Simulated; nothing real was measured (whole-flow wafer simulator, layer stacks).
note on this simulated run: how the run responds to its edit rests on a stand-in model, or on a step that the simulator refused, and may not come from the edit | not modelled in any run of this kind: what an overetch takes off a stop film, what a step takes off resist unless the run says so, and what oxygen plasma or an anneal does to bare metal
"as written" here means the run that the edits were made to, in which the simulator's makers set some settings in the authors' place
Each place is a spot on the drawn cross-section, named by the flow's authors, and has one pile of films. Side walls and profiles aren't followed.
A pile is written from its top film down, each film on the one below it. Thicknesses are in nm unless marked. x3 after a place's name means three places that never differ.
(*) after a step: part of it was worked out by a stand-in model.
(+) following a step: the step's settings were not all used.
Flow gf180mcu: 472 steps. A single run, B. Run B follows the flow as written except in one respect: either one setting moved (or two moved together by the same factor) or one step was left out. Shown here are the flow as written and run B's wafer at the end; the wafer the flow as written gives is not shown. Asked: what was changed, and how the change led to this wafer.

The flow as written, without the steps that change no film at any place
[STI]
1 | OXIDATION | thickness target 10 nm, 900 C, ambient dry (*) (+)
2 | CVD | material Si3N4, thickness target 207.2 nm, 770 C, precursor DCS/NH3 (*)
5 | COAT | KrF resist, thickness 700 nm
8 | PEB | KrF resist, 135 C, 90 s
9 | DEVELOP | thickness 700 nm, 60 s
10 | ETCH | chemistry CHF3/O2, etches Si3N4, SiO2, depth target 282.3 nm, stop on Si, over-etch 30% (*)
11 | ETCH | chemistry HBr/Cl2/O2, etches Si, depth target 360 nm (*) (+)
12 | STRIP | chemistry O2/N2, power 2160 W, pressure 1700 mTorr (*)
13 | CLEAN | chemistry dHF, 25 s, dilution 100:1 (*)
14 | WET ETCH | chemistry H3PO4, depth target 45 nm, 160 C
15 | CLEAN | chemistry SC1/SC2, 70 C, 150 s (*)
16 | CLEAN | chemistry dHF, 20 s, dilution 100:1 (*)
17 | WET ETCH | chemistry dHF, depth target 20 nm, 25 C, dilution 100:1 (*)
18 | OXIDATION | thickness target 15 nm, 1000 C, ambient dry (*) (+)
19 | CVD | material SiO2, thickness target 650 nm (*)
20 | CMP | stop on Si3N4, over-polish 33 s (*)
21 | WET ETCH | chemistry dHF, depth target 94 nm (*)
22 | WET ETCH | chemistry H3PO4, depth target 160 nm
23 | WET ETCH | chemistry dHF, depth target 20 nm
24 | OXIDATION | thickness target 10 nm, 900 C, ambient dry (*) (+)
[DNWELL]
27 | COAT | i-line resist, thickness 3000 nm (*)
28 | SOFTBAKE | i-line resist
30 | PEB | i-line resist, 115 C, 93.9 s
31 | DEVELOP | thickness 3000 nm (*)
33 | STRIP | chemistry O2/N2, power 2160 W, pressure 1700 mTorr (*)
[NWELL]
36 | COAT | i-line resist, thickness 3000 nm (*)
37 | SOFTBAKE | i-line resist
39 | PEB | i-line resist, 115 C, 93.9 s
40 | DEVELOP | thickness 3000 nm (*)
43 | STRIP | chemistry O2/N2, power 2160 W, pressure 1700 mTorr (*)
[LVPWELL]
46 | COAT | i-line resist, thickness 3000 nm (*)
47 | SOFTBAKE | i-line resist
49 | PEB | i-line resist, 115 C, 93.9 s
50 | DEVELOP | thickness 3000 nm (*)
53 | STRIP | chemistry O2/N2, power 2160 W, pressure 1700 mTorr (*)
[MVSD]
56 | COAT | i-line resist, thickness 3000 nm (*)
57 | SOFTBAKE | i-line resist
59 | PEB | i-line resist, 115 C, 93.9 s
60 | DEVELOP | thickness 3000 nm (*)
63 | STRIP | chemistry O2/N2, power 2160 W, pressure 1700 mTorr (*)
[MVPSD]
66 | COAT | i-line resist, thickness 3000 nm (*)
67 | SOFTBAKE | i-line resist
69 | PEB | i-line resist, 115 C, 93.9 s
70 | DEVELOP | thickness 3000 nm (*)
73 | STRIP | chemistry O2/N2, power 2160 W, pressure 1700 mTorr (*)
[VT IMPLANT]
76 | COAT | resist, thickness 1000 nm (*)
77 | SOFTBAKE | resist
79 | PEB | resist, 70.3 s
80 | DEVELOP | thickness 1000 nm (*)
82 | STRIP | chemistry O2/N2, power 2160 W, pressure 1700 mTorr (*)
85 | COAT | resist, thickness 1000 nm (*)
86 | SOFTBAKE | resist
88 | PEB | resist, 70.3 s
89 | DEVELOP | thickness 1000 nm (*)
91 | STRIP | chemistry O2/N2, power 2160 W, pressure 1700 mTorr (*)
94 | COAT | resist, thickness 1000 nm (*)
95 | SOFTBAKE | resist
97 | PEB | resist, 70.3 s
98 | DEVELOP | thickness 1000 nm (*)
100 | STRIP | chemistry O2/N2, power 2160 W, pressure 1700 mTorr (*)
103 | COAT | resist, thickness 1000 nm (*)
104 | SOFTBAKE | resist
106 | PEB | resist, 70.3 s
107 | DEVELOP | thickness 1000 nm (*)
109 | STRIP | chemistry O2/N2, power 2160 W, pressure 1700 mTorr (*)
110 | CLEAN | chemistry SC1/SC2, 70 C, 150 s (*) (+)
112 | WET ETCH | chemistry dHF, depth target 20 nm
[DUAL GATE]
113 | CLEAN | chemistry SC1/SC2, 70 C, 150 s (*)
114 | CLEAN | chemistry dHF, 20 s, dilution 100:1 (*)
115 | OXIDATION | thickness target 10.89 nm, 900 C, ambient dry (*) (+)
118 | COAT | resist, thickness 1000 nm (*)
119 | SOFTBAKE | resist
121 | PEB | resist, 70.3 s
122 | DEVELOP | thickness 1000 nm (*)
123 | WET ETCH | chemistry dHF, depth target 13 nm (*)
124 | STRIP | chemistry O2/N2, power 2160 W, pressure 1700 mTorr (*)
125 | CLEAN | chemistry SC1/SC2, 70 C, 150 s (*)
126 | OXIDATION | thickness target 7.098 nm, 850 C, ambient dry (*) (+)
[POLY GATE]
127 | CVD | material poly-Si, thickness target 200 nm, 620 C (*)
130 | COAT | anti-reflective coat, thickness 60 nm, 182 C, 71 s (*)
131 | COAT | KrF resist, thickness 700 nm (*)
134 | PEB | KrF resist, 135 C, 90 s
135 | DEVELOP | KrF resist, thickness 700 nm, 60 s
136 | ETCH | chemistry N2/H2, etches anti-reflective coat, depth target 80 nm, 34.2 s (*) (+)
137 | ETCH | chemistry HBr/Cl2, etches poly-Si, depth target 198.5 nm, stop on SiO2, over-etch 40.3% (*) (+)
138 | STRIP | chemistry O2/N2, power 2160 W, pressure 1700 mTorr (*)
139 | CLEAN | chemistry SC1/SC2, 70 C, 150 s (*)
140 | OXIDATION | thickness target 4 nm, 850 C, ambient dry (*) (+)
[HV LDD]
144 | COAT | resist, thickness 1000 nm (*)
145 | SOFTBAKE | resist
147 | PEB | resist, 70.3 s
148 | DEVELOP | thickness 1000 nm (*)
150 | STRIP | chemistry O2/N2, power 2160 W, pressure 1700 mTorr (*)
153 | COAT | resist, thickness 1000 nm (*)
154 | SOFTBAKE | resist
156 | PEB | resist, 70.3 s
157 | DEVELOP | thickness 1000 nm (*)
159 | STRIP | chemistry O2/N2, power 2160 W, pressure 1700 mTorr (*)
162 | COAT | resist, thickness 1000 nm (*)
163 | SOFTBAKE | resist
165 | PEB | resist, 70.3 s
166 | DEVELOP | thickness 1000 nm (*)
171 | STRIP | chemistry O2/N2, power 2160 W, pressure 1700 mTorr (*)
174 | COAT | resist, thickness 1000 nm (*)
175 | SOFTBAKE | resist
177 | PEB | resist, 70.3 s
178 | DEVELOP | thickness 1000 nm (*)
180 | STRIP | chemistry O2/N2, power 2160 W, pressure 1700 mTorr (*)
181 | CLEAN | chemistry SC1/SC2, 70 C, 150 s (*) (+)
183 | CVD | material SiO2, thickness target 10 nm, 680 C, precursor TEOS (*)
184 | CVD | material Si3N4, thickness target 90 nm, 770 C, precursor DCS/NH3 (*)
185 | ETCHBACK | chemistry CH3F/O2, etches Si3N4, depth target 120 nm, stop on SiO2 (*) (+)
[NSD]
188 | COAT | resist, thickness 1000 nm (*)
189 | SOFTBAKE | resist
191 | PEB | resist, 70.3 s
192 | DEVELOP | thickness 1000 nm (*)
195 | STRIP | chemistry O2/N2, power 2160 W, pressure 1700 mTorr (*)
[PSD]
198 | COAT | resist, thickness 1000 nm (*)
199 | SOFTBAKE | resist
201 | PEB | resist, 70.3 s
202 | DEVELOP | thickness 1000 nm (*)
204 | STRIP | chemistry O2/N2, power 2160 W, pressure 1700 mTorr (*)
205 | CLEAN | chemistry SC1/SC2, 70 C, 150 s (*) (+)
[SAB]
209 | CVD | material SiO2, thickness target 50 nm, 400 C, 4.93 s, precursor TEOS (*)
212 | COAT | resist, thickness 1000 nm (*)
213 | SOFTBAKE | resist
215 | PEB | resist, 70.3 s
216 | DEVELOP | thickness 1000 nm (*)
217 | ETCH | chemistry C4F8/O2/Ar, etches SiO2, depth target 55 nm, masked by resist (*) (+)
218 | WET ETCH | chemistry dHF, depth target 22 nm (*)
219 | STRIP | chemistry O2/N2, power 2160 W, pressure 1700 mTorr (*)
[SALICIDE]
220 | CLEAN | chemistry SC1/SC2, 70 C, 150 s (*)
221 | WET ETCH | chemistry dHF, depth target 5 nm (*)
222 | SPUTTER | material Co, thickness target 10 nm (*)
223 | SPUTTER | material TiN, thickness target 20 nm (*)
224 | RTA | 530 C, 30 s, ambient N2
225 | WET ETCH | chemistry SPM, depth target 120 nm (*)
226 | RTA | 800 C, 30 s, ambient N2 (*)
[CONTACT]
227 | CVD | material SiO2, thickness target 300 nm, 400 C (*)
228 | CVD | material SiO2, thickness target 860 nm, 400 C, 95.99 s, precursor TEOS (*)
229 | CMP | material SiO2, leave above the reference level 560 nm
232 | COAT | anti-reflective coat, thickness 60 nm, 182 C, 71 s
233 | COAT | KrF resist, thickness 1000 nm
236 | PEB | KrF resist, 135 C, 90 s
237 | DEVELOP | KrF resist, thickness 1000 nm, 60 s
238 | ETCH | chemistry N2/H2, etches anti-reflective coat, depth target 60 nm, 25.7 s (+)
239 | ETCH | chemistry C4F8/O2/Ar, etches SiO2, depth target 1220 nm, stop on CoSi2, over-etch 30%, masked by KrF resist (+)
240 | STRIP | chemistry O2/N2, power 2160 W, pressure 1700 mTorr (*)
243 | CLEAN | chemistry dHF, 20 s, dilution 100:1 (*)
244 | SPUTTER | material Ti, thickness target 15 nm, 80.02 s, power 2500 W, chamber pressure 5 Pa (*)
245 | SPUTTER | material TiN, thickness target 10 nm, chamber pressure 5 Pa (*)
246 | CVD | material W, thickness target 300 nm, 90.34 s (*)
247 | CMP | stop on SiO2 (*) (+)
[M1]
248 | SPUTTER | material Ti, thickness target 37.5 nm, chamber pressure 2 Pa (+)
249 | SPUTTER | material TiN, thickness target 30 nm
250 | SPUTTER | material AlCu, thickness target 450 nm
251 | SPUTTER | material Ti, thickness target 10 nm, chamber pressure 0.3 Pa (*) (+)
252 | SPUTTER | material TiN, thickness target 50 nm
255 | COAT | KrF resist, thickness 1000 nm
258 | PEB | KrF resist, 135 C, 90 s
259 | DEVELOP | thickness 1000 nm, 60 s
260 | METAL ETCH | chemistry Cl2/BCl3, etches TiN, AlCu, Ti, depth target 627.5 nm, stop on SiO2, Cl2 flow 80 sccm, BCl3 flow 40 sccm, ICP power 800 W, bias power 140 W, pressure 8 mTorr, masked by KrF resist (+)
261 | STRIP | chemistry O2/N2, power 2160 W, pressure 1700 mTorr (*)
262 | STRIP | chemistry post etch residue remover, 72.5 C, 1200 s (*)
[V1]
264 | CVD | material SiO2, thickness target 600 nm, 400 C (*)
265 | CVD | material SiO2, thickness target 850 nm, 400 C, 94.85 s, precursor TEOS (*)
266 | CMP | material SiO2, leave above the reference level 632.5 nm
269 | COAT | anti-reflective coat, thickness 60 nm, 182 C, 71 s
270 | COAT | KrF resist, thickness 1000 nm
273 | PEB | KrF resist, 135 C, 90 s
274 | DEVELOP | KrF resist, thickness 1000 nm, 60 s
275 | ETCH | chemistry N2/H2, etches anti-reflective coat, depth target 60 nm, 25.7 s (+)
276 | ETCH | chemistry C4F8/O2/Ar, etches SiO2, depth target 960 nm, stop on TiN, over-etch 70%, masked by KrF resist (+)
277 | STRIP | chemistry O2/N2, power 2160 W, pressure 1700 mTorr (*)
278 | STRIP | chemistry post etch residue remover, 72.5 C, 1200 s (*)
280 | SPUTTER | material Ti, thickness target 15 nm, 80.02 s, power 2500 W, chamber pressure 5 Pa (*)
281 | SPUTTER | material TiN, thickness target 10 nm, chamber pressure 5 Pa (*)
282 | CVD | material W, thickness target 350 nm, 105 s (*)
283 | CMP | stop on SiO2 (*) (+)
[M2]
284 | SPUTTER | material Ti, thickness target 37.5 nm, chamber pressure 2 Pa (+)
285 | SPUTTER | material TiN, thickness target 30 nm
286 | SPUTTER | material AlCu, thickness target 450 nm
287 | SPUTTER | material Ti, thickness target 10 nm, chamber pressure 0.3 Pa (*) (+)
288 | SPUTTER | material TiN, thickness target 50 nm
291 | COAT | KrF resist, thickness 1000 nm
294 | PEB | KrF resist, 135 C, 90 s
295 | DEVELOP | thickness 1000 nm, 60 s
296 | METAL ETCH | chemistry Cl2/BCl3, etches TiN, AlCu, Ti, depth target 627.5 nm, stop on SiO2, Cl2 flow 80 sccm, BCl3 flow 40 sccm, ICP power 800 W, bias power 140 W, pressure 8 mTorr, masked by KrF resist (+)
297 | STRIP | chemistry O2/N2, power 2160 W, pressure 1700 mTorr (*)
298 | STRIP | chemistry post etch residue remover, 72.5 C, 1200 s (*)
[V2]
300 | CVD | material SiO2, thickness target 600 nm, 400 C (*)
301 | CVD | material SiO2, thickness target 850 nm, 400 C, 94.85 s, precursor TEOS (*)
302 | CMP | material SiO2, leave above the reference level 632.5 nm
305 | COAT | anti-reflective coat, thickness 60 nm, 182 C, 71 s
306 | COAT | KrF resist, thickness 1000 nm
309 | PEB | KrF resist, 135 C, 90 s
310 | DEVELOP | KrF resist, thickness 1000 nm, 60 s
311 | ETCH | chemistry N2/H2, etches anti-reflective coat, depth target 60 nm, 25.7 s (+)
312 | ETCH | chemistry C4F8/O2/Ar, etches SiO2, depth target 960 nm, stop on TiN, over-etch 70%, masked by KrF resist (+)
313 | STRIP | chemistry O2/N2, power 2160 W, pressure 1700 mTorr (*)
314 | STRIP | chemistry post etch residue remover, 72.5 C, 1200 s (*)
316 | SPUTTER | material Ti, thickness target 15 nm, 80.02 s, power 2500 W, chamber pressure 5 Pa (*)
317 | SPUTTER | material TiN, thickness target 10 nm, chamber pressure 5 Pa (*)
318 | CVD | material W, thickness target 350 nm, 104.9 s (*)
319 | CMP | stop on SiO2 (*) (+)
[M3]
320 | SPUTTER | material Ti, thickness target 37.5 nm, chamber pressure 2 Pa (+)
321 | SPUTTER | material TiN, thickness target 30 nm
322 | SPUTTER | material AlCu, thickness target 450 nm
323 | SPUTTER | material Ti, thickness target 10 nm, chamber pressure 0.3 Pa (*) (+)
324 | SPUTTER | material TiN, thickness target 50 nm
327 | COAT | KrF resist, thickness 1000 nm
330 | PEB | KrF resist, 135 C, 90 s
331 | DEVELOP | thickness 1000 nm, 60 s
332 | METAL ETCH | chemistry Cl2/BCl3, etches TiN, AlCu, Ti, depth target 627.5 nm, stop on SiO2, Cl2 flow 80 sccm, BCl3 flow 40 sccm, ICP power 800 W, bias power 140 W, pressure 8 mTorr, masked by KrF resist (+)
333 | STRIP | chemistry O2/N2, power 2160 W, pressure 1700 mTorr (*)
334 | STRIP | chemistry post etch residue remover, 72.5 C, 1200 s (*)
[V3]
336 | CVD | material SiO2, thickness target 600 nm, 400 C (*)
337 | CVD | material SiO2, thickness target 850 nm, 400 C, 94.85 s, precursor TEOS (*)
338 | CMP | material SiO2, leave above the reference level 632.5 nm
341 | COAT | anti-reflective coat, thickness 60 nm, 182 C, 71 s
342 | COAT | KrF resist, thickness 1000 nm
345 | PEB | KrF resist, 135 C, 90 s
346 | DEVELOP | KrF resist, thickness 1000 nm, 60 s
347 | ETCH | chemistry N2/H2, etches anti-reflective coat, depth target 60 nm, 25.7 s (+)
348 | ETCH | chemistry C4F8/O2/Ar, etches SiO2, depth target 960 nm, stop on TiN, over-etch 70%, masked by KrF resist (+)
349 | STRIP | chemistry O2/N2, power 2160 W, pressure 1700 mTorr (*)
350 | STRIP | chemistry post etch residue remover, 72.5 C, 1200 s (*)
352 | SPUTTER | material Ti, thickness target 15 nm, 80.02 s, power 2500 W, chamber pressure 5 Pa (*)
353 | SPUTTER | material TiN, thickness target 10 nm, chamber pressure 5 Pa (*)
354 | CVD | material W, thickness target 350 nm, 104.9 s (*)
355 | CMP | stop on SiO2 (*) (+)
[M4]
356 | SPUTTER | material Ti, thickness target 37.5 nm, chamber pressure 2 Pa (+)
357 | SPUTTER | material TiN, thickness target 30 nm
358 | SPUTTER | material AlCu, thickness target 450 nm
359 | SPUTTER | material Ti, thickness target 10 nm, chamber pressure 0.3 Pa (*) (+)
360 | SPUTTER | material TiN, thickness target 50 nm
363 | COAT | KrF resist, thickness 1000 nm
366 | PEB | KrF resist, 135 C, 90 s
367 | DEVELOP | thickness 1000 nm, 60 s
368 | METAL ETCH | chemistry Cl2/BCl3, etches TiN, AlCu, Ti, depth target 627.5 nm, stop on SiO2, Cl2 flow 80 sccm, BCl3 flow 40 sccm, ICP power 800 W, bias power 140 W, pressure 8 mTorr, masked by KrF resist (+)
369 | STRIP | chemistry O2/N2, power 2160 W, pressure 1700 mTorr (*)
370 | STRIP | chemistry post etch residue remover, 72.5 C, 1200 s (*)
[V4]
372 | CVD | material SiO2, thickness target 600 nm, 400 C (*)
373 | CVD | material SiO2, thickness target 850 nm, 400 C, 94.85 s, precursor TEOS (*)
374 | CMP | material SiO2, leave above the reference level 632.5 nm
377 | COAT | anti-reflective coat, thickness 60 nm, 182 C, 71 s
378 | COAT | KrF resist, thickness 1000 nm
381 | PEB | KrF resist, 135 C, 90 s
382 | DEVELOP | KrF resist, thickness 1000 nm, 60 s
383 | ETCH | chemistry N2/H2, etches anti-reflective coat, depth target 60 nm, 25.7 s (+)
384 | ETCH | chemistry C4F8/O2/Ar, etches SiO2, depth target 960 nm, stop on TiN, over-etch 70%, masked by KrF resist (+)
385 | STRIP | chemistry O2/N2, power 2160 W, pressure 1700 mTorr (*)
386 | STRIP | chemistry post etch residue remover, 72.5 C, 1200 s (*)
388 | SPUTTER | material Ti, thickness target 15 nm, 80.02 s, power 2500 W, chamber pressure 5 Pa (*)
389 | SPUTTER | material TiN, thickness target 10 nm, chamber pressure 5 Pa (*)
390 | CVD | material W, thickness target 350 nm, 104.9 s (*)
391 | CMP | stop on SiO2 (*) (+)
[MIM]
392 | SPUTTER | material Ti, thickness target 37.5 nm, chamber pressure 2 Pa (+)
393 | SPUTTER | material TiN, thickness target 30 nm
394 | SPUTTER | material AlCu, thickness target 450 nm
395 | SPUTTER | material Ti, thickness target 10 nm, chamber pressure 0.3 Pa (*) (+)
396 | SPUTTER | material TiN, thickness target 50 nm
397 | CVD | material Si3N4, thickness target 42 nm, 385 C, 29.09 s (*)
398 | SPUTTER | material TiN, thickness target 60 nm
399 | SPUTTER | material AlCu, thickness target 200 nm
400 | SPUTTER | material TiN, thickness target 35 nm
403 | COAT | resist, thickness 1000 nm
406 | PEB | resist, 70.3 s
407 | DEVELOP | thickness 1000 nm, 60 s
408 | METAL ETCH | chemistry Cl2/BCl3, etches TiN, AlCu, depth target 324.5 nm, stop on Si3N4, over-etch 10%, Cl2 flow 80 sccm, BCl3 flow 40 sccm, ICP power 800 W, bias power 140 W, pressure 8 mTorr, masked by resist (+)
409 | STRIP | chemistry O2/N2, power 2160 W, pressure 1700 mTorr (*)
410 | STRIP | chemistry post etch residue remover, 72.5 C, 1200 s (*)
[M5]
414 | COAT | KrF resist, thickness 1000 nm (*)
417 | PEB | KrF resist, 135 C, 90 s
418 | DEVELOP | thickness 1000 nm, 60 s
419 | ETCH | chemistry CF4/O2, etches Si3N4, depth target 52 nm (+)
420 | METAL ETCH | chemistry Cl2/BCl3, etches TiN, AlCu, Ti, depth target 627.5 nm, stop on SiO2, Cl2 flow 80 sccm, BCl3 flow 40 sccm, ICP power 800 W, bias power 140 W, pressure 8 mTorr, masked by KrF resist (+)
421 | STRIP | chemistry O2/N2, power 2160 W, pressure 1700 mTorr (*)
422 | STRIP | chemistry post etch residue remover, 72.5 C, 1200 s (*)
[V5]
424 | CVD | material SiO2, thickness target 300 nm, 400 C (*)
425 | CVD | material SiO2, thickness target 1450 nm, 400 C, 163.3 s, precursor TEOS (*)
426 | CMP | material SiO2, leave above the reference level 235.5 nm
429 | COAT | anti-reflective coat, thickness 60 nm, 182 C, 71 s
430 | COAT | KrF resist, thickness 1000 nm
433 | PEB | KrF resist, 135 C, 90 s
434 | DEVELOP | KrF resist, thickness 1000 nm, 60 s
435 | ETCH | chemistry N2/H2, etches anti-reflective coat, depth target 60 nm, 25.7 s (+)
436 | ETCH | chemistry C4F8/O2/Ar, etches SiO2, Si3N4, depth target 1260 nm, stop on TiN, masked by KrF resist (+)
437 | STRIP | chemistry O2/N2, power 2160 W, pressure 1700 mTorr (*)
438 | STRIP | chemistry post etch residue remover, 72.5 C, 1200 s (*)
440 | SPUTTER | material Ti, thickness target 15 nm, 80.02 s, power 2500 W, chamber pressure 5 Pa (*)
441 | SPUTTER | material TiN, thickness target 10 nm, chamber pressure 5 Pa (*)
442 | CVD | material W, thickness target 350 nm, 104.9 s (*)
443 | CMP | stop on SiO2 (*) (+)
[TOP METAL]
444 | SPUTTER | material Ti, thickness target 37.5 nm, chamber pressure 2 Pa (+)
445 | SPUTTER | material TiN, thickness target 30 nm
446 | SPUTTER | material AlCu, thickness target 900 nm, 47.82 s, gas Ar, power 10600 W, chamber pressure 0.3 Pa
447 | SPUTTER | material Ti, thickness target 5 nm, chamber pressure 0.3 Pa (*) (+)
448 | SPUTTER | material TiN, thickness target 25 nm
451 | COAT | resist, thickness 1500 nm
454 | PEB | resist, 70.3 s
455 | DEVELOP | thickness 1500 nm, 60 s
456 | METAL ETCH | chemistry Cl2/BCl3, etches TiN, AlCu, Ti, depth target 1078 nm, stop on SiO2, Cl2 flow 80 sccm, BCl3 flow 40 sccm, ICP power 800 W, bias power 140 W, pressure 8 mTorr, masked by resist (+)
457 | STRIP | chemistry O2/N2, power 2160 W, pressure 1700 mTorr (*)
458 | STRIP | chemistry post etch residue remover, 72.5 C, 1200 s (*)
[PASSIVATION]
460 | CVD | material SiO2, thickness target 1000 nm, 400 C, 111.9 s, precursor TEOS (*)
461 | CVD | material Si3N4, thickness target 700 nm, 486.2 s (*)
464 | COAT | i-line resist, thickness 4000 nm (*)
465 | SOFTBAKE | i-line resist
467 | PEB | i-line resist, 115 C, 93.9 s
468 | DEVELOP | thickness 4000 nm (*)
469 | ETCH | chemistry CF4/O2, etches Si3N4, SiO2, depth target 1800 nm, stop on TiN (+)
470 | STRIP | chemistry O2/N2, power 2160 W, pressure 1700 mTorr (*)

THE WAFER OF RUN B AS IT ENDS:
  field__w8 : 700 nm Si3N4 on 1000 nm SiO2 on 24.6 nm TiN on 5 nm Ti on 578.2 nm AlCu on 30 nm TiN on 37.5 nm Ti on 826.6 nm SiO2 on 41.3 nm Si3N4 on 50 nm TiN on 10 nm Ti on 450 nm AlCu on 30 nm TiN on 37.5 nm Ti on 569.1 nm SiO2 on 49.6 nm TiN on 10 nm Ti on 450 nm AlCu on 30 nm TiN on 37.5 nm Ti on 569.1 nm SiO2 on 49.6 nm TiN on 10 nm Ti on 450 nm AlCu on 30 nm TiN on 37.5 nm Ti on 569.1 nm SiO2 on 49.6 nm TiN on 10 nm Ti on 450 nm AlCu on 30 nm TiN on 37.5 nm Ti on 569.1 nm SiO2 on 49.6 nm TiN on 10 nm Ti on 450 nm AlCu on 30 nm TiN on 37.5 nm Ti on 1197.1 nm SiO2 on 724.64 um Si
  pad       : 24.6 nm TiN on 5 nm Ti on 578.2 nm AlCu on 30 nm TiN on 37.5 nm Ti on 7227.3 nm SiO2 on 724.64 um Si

What caused this: step 446, SPUTTER: 31.08 s was run, while the flow as written has 47.82 s.

How this came from the change, step by step:
  446 | SPUTTER | material AlCu, thickness target 900 nm, 47.82 s, gas Ar, power 10600 W, chamber pressure 0.3 Pa
      field, field__w1, field__w2 and 109 more: +578.2 AlCu (new film) (in the flow as written it would be: +900 AlCu (new film))
  456 | METAL ETCH | chemistry Cl2/BCl3, etches TiN, AlCu, Ti, depth target 1078 nm, stop on SiO2, Cl2 flow 80 sccm, BCl3 flow 40 sccm, ICP power 800 W, bias power 140 W, pressure 8 mTorr, masked by resist (+)
      field, field__w1, field__w2 and 103 more: -25 TiN (all of it), -5 Ti (all of it), -578.2 AlCu (all of it), -30 TiN (all of it), -37.5 Ti (all of it) (in the flow as written it would be: -25 TiN (all of it), -5 Ti (all of it), -900 AlCu (all of it), -30 TiN (all of it), -37.5 Ti (all of it))
      field__w8, contact, m1, m1__w1, pad, m1_nw: -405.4 resist (in the flow as written it would be: -431 resist)
  457 | STRIP | chemistry O2/N2, power 2160 W, pressure 1700 mTorr (*)
      field__w8, contact, m1, m1__w1, pad, m1_nw: -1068 resist (all of it) (in the flow as written it would be: -1042.5 resist (all of it))
  464 | COAT | i-line resist, thickness 4000 nm (*)
      field__w8: +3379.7 i-line resist (new film) (in the flow as written it would be: +3093.1 i-line resist (new film))
      contact: +3414.9 i-line resist (new film) (in the flow as written it would be: +3153.6 i-line resist (new film))
      (as well as at 4 more places)
  465 | SOFTBAKE | i-line resist
      gate: -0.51 i-line resist (in the flow as written it would be: +1.79 i-line resist)
      field__w11, field__w13: +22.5 i-line resist (in the flow as written it would be: +37.6 i-line resist)
      (as well as at 66 more places)
  467 | PEB | i-line resist, 115 C, 93.9 s
      field__w8, m1__w1: -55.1 i-line resist (in the flow as written it would be: -49.2 i-line resist)
      contact, m1: -55.3 i-line resist (in the flow as written it would be: -49.6 i-line resist)
      (as well as at 2 more places)
  468 | DEVELOP | thickness 4000 nm (*)
      pad: -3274 i-line resist (all of it) (in the flow as written it would be: -2960.4 i-line resist (all of it))
  470 | STRIP | chemistry O2/N2, power 2160 W, pressure 1700 mTorr (*)
      field__w8, m1__w1: -2084.4 i-line resist (all of it) (in the flow as written it would be: -1775.9 i-line resist (all of it))
      contact: -2097.7 i-line resist (all of it) (in the flow as written it would be: -1798.3 i-line resist (all of it))
      (as well as at 2 more places)
